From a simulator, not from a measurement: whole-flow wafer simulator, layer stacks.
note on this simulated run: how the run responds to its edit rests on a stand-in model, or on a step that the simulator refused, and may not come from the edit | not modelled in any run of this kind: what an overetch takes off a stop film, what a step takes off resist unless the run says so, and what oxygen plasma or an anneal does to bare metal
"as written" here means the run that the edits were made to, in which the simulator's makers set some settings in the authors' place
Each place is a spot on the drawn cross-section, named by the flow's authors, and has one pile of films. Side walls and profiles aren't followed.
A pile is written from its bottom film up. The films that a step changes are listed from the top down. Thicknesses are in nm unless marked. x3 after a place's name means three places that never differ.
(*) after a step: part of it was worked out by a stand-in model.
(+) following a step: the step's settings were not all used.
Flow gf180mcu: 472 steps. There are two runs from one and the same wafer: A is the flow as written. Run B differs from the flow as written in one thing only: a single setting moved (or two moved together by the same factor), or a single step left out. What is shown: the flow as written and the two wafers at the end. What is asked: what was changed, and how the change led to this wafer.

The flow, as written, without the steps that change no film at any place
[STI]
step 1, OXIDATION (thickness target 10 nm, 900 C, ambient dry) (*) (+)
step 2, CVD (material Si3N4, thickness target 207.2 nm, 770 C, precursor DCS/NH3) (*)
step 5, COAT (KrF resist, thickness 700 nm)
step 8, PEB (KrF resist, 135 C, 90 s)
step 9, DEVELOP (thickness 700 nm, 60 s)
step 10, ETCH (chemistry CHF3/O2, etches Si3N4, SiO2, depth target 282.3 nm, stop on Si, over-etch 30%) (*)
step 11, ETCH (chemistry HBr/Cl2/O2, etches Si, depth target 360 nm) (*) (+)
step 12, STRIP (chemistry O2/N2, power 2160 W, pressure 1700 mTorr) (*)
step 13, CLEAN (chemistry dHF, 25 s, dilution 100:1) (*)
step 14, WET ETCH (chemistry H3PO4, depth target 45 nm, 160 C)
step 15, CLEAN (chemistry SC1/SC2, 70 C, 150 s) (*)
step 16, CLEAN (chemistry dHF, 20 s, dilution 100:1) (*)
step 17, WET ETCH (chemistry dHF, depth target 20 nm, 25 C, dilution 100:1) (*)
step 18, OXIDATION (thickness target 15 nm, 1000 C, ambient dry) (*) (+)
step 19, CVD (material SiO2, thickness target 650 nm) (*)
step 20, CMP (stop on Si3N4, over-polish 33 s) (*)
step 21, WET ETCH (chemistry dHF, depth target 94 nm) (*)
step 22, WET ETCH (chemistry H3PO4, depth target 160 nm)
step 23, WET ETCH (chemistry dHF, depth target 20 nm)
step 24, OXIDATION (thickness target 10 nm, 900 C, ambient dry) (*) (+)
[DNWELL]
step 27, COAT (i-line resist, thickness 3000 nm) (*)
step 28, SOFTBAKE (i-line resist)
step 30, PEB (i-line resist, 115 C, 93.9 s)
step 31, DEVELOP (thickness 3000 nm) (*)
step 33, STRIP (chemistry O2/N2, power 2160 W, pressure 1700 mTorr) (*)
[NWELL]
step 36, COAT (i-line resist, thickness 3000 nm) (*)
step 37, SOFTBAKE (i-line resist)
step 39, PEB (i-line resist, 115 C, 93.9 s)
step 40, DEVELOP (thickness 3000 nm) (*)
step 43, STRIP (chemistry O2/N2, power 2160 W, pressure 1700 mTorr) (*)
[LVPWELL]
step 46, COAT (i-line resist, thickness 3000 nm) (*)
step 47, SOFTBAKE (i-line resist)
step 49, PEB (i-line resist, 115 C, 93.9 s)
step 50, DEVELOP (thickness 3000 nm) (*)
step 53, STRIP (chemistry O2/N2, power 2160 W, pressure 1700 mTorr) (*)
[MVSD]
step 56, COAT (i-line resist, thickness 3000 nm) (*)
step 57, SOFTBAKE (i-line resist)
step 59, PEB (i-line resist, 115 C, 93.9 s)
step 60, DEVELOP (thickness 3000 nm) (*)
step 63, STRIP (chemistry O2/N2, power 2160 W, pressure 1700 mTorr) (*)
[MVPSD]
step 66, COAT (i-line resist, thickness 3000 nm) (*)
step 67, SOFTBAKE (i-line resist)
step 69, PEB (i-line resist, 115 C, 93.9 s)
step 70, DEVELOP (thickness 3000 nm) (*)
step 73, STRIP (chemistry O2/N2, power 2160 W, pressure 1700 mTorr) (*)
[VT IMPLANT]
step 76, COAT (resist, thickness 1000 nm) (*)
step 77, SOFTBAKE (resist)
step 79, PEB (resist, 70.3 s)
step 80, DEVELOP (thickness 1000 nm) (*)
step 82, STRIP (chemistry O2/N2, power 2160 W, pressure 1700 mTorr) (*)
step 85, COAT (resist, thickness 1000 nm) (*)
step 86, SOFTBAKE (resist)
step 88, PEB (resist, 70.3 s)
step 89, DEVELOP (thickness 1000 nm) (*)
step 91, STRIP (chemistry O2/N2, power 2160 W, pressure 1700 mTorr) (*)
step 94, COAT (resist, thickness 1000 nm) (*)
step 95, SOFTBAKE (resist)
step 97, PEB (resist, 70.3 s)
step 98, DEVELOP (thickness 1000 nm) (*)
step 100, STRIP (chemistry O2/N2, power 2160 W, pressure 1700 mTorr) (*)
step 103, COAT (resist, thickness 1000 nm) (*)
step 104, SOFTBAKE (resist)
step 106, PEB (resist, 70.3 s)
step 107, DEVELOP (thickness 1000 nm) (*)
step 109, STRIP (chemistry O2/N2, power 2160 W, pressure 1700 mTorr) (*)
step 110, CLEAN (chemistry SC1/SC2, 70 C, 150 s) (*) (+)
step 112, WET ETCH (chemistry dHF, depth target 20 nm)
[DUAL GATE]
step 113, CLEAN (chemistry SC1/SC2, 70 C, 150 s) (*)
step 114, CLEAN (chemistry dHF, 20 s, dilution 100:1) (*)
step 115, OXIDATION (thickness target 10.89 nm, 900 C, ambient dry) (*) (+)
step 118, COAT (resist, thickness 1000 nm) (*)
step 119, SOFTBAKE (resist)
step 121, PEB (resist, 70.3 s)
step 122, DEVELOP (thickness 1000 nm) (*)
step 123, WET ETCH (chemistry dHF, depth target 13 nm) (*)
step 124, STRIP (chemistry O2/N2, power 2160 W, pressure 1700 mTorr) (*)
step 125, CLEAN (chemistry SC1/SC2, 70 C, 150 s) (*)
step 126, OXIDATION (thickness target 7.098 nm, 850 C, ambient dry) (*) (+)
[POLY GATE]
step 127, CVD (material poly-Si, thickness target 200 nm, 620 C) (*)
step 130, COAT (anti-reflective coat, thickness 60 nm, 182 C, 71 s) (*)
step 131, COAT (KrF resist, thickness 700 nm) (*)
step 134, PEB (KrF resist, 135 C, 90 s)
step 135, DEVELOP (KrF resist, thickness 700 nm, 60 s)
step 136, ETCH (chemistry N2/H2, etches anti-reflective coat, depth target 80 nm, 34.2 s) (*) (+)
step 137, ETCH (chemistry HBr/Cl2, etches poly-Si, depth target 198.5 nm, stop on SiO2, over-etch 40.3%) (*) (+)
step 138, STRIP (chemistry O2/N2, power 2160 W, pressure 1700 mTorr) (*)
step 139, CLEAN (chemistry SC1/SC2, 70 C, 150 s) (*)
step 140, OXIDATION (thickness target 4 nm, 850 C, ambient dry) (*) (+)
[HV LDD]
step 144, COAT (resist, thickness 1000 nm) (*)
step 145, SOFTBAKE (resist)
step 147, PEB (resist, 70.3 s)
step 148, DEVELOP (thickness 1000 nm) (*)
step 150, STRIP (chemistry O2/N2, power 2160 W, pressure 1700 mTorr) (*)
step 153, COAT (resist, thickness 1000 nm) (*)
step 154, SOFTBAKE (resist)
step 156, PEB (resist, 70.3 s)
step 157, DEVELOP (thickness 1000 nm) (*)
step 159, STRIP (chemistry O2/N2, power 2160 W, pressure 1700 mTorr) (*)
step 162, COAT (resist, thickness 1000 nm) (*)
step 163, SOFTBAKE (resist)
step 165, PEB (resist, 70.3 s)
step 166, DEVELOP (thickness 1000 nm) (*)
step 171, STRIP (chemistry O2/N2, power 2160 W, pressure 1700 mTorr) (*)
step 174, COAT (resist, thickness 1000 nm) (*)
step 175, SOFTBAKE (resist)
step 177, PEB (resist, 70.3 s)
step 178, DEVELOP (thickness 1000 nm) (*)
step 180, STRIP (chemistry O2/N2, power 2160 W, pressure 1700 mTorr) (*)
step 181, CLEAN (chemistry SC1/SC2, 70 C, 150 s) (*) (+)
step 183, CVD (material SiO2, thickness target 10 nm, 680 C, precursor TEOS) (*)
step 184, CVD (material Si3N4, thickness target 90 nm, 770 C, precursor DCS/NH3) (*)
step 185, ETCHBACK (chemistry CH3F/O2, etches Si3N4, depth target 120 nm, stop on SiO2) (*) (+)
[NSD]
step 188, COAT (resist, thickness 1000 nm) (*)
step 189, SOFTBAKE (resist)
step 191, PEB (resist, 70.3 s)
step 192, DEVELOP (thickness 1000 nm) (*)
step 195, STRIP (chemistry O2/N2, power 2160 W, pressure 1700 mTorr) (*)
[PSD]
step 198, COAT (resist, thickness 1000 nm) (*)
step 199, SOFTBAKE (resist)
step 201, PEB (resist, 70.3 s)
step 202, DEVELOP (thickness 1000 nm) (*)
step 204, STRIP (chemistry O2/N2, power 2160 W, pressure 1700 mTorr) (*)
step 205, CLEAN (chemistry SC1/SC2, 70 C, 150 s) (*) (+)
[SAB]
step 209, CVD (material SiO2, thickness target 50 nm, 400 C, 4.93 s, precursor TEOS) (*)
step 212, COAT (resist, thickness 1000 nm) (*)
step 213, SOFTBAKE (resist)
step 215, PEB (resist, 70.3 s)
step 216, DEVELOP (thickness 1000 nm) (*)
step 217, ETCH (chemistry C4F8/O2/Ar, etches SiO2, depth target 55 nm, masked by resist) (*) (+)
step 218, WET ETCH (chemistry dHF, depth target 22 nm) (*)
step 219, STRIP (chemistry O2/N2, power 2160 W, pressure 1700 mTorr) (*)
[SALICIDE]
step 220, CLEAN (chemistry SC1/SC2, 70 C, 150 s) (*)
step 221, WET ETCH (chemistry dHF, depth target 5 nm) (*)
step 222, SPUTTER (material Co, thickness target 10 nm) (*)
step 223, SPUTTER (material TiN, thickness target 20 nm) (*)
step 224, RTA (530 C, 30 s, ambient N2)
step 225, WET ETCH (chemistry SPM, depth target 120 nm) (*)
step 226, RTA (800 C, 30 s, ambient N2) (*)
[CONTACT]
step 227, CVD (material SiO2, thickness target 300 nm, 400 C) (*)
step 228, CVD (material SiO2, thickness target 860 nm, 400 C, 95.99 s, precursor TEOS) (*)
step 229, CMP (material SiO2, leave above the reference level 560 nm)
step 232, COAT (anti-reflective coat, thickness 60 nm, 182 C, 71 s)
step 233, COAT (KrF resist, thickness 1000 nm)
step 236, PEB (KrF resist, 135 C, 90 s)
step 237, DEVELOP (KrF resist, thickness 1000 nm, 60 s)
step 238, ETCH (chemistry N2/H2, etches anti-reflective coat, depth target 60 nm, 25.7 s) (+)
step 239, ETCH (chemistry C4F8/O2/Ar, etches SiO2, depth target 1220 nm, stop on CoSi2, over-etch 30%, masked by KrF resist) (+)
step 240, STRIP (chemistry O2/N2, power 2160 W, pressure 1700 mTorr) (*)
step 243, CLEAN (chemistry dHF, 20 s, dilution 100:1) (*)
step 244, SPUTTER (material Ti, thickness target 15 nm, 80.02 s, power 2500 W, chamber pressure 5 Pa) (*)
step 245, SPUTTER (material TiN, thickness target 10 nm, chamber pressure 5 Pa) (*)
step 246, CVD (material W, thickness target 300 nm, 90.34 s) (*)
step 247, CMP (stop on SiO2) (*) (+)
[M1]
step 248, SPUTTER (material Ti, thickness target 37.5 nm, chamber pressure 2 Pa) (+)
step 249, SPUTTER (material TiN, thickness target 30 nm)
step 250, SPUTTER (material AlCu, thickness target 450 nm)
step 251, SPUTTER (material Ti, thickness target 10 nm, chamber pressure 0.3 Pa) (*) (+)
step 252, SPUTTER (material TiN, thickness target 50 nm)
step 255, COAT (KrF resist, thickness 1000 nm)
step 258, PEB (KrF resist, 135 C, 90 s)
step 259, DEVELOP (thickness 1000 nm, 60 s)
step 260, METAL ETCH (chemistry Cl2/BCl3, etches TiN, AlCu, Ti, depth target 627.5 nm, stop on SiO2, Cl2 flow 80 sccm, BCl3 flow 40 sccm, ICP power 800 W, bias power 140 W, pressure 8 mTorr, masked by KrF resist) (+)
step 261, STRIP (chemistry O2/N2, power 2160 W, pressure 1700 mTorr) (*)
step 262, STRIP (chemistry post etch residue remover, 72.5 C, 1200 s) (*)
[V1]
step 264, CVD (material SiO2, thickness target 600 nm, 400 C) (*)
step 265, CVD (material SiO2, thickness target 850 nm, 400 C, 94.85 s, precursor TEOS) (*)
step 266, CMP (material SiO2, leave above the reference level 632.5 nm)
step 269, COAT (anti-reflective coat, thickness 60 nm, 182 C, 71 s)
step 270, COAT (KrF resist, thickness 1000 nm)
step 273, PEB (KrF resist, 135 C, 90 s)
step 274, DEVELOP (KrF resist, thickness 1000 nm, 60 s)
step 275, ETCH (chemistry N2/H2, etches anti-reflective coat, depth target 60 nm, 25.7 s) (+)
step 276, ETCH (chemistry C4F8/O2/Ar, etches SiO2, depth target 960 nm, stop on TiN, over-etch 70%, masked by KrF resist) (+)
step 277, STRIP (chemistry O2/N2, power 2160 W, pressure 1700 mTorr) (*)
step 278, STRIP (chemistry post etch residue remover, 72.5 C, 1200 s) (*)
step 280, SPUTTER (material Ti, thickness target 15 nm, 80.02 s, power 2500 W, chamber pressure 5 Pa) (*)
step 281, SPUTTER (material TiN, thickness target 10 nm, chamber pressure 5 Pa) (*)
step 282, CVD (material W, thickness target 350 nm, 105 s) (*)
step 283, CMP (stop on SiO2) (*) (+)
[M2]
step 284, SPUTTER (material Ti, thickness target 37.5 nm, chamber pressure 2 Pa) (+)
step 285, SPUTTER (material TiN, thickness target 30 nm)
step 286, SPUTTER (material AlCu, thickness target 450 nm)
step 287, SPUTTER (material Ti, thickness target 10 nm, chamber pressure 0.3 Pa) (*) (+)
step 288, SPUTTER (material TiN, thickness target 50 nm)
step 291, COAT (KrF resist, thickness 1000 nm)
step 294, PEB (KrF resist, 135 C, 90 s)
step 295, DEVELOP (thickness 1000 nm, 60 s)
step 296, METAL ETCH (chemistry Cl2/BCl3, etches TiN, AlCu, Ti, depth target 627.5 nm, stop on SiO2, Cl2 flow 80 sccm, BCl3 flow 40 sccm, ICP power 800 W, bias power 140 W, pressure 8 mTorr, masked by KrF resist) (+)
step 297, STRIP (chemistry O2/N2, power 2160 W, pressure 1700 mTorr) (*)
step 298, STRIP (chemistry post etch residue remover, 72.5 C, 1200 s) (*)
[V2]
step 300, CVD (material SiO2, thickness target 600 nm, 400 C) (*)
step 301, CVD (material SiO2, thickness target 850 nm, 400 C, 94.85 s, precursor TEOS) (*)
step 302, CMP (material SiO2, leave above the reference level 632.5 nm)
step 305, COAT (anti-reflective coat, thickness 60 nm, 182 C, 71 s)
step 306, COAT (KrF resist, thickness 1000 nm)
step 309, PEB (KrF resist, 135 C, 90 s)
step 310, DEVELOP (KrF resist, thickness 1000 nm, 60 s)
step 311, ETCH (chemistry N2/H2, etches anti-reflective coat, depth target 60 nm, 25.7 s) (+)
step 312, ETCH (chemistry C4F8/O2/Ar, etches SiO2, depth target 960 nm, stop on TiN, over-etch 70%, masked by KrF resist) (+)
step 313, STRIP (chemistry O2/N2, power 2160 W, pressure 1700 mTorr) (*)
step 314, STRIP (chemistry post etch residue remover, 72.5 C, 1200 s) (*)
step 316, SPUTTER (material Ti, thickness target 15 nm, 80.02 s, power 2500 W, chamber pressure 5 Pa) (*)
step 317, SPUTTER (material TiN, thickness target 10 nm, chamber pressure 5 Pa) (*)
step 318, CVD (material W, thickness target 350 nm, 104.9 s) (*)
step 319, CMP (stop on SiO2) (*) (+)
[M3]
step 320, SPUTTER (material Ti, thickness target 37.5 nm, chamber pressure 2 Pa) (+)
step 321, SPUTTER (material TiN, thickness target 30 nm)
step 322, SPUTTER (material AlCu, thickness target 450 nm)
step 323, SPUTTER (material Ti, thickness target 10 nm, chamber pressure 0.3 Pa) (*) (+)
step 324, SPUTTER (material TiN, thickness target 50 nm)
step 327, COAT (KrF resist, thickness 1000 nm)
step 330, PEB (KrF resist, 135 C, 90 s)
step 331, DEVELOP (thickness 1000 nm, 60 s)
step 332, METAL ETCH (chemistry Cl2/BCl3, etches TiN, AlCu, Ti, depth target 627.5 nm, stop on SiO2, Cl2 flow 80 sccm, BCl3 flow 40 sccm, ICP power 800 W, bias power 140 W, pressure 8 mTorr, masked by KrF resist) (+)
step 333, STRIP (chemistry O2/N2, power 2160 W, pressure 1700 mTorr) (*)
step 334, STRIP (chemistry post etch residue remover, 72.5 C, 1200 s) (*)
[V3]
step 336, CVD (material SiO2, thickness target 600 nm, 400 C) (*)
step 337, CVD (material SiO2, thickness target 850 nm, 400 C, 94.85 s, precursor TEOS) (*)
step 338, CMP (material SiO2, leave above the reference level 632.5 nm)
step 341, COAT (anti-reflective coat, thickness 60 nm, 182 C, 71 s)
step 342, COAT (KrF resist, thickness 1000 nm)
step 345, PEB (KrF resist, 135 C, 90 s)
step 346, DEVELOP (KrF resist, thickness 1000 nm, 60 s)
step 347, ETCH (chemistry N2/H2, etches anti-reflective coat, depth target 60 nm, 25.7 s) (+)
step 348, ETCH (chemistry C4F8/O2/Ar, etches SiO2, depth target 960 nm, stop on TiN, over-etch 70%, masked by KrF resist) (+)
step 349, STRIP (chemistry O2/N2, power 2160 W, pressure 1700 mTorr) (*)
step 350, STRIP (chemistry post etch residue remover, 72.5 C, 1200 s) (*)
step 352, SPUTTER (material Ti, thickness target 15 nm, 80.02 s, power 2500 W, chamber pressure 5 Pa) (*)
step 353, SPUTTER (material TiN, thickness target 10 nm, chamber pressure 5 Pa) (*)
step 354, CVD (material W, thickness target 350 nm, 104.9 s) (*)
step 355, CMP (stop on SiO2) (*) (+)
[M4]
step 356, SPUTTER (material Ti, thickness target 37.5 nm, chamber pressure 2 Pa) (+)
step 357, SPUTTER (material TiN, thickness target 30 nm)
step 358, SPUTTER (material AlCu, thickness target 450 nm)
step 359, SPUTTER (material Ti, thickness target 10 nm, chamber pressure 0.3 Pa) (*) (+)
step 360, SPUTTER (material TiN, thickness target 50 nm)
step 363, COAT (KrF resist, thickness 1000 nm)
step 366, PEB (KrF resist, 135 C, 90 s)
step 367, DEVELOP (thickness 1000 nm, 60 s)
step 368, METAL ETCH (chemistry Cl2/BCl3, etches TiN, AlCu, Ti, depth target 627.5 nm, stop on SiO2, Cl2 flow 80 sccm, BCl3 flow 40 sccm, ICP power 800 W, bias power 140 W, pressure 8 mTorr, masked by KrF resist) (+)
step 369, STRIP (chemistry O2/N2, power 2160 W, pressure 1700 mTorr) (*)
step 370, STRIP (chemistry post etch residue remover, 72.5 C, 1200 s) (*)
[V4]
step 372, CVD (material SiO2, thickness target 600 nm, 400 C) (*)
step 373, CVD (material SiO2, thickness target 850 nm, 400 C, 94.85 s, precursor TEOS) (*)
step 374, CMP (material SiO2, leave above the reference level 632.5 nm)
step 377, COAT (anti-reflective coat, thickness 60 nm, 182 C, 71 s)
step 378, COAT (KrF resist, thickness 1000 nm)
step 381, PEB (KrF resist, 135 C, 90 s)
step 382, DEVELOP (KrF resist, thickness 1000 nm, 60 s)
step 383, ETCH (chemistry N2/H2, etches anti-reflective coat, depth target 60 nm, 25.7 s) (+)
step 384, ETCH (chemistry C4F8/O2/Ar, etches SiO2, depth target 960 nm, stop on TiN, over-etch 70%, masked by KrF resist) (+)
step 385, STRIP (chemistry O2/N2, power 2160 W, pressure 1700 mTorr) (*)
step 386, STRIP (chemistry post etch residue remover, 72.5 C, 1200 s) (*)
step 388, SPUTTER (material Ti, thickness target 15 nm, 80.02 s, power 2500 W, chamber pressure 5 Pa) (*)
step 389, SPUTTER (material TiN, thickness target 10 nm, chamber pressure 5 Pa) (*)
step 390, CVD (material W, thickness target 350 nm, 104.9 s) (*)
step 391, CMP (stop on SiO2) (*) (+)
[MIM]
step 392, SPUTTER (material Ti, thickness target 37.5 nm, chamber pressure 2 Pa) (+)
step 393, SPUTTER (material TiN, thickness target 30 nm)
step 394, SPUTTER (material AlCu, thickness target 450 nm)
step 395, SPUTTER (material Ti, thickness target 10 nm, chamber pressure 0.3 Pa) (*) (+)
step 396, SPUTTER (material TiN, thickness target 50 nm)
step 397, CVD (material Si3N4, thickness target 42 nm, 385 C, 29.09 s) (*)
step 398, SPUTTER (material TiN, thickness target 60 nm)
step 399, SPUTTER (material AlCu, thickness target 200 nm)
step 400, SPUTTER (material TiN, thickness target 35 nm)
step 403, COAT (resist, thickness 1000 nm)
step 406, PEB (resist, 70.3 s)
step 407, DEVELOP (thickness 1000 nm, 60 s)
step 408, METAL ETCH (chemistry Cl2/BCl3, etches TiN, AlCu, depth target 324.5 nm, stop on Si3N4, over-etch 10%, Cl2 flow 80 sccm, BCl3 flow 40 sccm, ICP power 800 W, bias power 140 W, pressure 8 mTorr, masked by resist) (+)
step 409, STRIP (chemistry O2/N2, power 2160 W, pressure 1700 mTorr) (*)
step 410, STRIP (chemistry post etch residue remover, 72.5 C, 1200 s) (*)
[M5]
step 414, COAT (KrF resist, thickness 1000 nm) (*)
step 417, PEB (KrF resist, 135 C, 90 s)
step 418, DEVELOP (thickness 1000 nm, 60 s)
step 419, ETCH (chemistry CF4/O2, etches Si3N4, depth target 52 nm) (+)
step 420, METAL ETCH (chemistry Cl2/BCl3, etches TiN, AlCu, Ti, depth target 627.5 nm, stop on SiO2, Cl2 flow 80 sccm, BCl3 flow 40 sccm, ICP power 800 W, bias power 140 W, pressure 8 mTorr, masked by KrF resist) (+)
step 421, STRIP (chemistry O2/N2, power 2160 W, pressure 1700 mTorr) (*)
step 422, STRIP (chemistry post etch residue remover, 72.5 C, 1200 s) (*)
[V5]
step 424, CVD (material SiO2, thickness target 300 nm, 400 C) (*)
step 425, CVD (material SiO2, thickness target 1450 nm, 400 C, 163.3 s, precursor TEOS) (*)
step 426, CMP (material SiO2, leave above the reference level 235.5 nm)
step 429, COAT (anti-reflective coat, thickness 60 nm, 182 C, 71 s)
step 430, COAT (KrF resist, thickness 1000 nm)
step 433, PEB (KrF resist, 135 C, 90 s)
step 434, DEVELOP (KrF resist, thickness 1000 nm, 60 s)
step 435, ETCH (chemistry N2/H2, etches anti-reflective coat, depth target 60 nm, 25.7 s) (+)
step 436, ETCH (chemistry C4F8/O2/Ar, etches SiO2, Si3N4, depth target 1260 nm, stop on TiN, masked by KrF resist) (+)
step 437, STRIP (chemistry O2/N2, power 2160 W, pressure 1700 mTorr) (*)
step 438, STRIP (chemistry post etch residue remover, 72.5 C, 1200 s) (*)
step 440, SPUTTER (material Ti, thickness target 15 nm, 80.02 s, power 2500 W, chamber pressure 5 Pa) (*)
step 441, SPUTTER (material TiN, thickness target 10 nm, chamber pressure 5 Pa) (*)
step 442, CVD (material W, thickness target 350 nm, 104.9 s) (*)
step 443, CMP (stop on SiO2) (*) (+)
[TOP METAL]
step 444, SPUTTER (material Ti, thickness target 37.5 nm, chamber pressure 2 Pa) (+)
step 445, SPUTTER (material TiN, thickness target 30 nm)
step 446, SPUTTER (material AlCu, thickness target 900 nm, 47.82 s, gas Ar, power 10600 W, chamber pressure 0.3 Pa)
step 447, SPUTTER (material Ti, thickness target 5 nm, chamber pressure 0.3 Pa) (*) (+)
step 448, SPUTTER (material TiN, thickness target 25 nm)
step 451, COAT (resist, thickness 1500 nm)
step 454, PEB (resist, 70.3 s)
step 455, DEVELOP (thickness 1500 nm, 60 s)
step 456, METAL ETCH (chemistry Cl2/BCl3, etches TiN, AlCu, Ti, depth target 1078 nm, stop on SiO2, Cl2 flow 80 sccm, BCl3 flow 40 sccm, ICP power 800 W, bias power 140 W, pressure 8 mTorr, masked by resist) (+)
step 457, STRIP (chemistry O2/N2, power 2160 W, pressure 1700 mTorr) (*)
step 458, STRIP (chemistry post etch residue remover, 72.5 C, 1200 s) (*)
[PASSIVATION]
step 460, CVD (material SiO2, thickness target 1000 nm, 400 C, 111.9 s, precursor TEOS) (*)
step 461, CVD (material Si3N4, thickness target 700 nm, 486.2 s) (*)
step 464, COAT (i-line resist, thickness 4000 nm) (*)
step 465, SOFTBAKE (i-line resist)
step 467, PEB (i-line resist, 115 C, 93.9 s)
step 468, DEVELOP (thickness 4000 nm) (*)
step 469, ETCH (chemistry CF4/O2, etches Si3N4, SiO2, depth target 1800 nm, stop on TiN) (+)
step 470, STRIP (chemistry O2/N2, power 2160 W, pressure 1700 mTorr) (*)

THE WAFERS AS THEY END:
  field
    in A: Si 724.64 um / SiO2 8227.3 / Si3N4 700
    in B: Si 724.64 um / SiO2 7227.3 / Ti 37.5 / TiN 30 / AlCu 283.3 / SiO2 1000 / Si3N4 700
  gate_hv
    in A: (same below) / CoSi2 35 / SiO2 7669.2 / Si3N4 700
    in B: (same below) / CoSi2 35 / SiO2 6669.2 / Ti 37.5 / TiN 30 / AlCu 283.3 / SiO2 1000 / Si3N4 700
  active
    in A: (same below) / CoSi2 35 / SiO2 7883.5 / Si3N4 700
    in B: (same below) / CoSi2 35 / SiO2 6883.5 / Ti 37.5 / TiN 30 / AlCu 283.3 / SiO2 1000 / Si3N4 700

The reason: step 446, SPUTTER: 70.53 s was run, though the flow has 47.82 s.

The path from the change to this, step by step:
  step 446, SPUTTER (material AlCu, thickness target 900 nm, 47.82 s, gas Ar, power 10600 W, chamber pressure 0.3 Pa)
      field, field__w1, field__w2 and 109 more: A +900 AlCu (new film) | B +1336.5 AlCu (new film)
  step 456, METAL ETCH (chemistry Cl2/BCl3, etches TiN, AlCu, Ti, depth target 1078 nm, stop on SiO2, Cl2 flow 80 sccm, BCl3 flow 40 sccm, ICP power 800 W, bias power 140 W, pressure 8 mTorr, masked by resist) (+)
      field, field__w1, field__w2 and 103 more: A -25 TiN (all of it), -5 Ti (all of it), -900 AlCu (all of it), -30 TiN (all of it), -37.5 Ti (all of it) | B -25 TiN (all of it), -5 Ti (all of it), -1047.5 AlCu
  step 458, STRIP (chemistry post etch residue remover, 72.5 C, 1200 s) (*)
      field, field__w1, field__w2 and 103 more: A nothing | B -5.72 AlCu
  step 460, CVD (material SiO2, thickness target 1000 nm, 400 C, 111.9 s, precursor TEOS) (*)
      field, field__w1, field__w2 and 103 more: A +1000 SiO2 | B +1000 SiO2 (new film)
  step 464, COAT (i-line resist, thickness 4000 nm) (*)
      field__w8: A +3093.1 i-line resist (new film) | B +3018.1 i-line resist (new film)
      contact: A +3153.6 i-line resist (new film) | B +3059.2 i-line resist (new film)
      (as well as at 4 more places)
  step 465, SOFTBAKE (i-line resist)
      ld_acc_p, ld_fp_p, ld_drift_p: A +33.8 i-line resist | B +30.6 i-line resist
      field__w1: A -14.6 i-line resist | B -16 i-line resist
      (as well as at 56 more places)
  step 467, PEB (i-line resist, 115 C, 93.9 s)
      field__w8, m1__w1: A -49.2 i-line resist | B -47.6 i-line resist
      contact, m1: A -49.6 i-line resist | B -47.9 i-line resist
      (as well as at 2 more places)
  step 468, DEVELOP (thickness 4000 nm) (*)
      pad: A -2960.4 i-line resist (all of it) | B -2875.7 i-line resist (all of it)
  step 470, STRIP (chemistry O2/N2, power 2160 W, pressure 1700 mTorr) (*)
      field__w8: A -1775.9 i-line resist (all of it) | B -1694 i-line resist (all of it)
      contact: A -1798.3 i-line resist (all of it) | B -1709.2 i-line resist (all of it)
      (as well as at 3 more places)
With metal films that touch counted as one body, field has 1 body; the flow as written gives 0 bodies.
With metal films that touch counted as one body, gate_hv has 2 bodies (between them, from the top down: SiO2 6669.2); the flow as written gives 1 body.
With metal films that touch counted as one body, active has 2 bodies (between them, from the top down: SiO2 6883.5); the flow as written gives 1 body.
